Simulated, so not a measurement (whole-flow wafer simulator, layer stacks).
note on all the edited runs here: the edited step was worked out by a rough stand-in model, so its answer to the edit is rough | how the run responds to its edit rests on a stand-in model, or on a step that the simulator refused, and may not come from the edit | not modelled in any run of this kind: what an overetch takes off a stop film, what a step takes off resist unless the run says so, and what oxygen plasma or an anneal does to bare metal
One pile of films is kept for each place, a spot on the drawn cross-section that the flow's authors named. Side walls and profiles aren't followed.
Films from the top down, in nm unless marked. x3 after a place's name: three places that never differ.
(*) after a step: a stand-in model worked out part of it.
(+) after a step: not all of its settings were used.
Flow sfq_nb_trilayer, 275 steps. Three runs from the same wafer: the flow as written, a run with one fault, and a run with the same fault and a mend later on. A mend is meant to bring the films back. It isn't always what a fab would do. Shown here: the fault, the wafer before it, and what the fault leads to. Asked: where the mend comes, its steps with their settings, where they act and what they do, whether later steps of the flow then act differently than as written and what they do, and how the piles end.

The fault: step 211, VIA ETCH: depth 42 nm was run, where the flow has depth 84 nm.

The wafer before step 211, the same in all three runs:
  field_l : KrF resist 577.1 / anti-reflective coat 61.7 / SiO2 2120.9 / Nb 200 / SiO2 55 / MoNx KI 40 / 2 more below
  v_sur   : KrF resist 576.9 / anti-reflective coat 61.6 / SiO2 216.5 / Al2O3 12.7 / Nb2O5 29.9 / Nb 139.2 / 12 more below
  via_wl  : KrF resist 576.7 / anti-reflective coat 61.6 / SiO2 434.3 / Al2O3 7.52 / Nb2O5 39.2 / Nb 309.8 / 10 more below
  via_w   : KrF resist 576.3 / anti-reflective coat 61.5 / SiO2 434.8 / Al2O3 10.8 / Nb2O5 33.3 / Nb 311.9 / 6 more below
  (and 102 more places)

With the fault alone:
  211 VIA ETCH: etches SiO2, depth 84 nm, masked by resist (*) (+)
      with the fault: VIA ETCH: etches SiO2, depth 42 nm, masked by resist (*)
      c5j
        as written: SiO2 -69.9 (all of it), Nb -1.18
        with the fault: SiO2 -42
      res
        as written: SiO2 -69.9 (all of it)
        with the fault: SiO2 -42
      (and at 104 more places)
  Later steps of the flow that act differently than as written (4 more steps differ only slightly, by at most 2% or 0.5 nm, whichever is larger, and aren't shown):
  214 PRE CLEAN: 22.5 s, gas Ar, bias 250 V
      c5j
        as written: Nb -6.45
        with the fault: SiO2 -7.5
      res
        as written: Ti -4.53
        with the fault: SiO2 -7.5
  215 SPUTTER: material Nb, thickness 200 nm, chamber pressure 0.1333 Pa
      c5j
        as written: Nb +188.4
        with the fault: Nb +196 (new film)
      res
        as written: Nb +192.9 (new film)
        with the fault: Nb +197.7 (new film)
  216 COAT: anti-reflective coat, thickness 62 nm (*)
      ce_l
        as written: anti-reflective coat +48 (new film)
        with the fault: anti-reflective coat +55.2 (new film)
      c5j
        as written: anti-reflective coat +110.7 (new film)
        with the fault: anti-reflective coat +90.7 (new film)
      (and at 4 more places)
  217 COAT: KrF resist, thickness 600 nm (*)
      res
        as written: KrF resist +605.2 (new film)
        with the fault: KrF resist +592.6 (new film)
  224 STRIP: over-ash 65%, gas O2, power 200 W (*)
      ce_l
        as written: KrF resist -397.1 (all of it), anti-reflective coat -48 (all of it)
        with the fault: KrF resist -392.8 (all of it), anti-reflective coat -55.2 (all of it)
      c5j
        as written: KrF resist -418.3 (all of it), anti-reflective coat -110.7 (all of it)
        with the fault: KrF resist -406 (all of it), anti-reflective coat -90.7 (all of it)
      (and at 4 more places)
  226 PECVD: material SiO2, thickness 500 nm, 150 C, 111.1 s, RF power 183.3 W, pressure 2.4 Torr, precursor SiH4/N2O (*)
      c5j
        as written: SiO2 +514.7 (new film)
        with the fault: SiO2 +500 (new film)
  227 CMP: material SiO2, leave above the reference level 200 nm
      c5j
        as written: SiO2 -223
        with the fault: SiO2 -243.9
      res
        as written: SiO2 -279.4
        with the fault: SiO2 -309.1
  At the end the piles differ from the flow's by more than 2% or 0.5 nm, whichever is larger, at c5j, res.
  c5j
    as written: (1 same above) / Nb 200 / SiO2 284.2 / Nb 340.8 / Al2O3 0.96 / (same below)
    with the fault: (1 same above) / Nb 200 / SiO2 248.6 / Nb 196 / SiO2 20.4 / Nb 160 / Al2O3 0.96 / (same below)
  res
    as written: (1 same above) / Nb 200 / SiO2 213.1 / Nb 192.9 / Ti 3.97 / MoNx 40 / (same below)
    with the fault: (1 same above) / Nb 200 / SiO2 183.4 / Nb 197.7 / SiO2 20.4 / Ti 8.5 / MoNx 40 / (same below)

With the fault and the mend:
  The mend comes after step 212.
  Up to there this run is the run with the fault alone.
  212a COAT: anti-reflective coat, thickness 62 nm (*) (the flow's step 204 once more)
      field_r, ln_m5, lsp_m and 64 more
        anti-reflective coat +62 (new film)
      ln_m6, lsp_r, l0_sur, l0v, wl_a_sl, wl_a_m6, wl_a_sr, wl_g_sr
        anti-reflective coat +61.9 (new film)
      field_l, v_sur
        anti-reflective coat +61.6 (new film)
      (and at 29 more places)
  212b COAT: KrF resist, thickness 650 nm (*) (the flow's step 205 once more)
      l0v, p4_fl x3, p4_w1 x9 and 35 more
        KrF resist +650 (new film)
      wl_b_m5, wl_b_sr, wl_c_sl and 12 more
        KrF resist +649.9 (new film)
      lsp_r, wl_j_sl, wl_j_sr
        KrF resist +650.2 (new film)
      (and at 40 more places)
  212c SOFTBAKE: KrF resist (the flow's step 206 once more)
      changes no film at any place that is followed
  212d EXPOSE: photomask C5, dose 11.94 mJ/cm2, NA 0.6, wavelength 248 nm (*) (the flow's step 207 once more)
      changes no film at any place that is followed
  212e PEB: KrF resist, 90 s (the flow's step 208 once more)
      field_l, sp_r, moat and 79 more
        KrF resist -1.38
      v_sur, via_wl, via_w, via_wr, via_sp, be_sur, jj_sur
        KrF resist -1.37
      via_v, wire, res
        KrF resist -1.36
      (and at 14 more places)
  212f DEVELOP: KrF resist, thickness 650 nm, 60 s (the flow's step 209 once more)
      field_l, v_sur, via_wl and 101 more
        KrF resist -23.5
      c5j
        KrF resist -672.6 (all of it)
      res
        KrF resist -640.1 (all of it)
  212g VIA ETCH: etches anti-reflective coat, depth 125 nm, masked by resist (*) (+) (the flow's step 210 once more)
      field_l, v_sur, via_wl and 101 more
        KrF resist -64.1
      c5j
        anti-reflective coat -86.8 (all of it), SiO2 -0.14
      res
        anti-reflective coat -76.9 (all of it), SiO2 -0.19
  212h VIA ETCH: etches SiO2, depth 42 nm, masked by resist (*) (+) (the flow's step 211 once more, with other settings)
      field_l, v_sur, via_wl and 50 more
        KrF resist -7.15
      via_sp, p4_fl x3, p4_w1 x9 and 38 more
        KrF resist -7.16
      c5j
        SiO2 -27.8 (all of it), Nb -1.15
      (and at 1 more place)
  212i STRIP: over-ash 65%, gas O2, power 200 W (*) (the flow's step 212 once more)
      p4_fl x3, p4_w1 x9, p4_g1 x2 and 33 more
        KrF resist -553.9 (all of it), anti-reflective coat -62 (all of it)
      wl_b_sr, wl_c_sl, wl_c_m6 and 10 more
        KrF resist -553.8 (all of it), anti-reflective coat -62 (all of it)
      wl_b_sl, wl_b_m5, wl_g_sl, wl_g_m5
        KrF resist -553.7 (all of it), anti-reflective coat -62 (all of it)
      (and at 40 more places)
  No later step of the flow acts differently than as written, at any place that is followed, by more than 2% or 0.5 nm, whichever is larger.
  At the end the piles differ from the flow's only slightly at the places that both follow, by at most 2% or 0.5 nm, whichever is larger.
